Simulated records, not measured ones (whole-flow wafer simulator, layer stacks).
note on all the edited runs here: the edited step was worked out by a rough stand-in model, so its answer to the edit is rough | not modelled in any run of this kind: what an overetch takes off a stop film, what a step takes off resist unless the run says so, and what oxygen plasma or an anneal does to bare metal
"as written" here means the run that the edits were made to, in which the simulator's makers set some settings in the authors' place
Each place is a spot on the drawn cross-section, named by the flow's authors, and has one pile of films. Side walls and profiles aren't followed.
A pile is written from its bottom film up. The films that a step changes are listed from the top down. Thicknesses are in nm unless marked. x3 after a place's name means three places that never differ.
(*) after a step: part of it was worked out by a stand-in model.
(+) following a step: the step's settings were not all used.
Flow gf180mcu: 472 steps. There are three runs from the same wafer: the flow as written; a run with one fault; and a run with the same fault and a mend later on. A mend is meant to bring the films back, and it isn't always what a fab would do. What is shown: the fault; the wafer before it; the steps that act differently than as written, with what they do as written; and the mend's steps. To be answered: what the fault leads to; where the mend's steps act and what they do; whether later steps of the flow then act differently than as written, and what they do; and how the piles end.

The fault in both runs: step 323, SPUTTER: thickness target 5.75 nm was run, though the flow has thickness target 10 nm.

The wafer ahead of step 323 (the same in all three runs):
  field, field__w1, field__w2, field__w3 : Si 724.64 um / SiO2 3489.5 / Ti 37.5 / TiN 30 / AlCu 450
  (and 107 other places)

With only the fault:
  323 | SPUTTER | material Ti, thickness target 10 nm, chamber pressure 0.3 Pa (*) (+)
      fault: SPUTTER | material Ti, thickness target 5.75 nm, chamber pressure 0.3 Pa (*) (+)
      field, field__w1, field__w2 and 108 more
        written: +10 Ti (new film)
        fault: +5.75 Ti (new film)
  Steps later in the flow that act otherwise than as written (5 more steps, not shown, differ only slightly: by at most 2% or 0.5 nm, whichever is larger):
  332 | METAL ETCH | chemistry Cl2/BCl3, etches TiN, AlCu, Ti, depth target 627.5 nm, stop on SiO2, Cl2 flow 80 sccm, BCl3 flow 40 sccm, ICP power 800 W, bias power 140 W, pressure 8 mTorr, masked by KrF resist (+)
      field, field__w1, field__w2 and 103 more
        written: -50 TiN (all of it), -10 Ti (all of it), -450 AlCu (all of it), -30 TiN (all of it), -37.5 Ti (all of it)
        fault: -50 TiN (all of it), -5.75 Ti (all of it), -450 AlCu (all of it), -30 TiN (all of it), -37.5 Ti (all of it)
  At field__w8, contact, m1, m1__w1, m1_nw, the piles at the end differ from the flow's by more than 2% or 0.5 nm, whichever is larger.
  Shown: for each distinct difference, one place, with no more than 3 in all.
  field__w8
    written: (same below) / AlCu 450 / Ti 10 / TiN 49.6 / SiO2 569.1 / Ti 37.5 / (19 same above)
    fault: (same below) / AlCu 450 / Ti 5.75 / TiN 49.6 / SiO2 573.4 / Ti 37.5 / (19 same above)
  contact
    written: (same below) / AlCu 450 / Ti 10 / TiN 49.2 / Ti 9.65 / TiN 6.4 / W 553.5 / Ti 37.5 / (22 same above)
    fault: (same below) / AlCu 450 / Ti 5.75 / TiN 49.2 / Ti 9.63 / TiN 6.39 / W 557.8 / Ti 37.5 / (22 same above)

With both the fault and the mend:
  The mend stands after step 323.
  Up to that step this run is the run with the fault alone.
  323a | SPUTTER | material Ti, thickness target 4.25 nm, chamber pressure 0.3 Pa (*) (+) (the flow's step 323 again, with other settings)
      field, field__w1, field__w2 and 108 more
        +4.25 Ti
  Later steps of the flow that are run all act as written at every place that is followed.
  At every place that both follow, the piles at the end match the flow's.
